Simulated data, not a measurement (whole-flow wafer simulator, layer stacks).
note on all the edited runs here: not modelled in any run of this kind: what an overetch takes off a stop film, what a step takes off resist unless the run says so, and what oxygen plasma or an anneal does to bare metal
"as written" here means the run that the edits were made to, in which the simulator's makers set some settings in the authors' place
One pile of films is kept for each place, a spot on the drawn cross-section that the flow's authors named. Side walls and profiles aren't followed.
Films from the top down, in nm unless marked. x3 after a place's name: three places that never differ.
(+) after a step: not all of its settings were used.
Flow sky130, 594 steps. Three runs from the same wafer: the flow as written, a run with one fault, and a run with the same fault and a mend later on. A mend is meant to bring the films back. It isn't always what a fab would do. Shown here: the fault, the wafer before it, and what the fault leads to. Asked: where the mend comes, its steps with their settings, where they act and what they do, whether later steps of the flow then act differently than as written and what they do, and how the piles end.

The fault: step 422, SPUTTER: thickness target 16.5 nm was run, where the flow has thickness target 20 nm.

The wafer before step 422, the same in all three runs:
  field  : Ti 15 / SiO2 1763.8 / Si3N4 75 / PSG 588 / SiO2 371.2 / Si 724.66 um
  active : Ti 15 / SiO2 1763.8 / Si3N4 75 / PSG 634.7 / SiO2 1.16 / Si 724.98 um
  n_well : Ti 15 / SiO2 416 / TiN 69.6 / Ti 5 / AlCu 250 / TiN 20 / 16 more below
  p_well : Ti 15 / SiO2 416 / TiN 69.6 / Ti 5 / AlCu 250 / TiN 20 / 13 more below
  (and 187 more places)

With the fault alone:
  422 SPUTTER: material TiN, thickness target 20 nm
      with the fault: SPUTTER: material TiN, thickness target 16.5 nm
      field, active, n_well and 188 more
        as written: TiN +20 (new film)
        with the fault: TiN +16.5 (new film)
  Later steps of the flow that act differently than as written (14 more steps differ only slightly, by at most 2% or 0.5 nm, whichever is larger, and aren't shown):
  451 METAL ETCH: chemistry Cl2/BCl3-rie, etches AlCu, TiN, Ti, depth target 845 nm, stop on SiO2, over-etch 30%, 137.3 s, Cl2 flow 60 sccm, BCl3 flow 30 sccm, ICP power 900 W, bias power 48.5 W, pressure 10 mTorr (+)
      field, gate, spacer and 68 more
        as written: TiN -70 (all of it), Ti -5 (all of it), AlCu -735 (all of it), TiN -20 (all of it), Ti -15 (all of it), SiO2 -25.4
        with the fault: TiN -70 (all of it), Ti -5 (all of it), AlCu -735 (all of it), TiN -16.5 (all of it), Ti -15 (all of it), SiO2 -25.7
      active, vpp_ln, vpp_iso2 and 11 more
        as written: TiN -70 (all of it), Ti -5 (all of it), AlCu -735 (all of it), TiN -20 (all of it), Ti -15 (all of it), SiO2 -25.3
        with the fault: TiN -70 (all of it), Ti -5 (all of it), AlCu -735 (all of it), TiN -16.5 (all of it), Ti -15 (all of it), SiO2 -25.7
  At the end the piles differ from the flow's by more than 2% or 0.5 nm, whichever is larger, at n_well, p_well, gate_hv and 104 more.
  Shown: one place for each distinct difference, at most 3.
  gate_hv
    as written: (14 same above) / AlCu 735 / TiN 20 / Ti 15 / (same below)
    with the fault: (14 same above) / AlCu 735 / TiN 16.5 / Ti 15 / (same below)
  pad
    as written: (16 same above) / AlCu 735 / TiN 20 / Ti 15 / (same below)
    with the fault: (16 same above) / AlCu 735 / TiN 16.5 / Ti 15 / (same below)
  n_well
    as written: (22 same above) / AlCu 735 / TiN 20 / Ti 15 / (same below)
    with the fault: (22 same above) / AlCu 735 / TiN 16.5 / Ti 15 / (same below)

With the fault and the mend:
  The mend comes after step 422.
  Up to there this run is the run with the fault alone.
  422a SPUTTER: material TiN, thickness target 3.5 nm (the flow's step 422 once more, with other settings)
      field, active, n_well and 188 more
        TiN +3.5
  No later step of the flow acts differently than as written at any place that is followed.
  At the end the piles are the same as the flow's at every place that both follow.
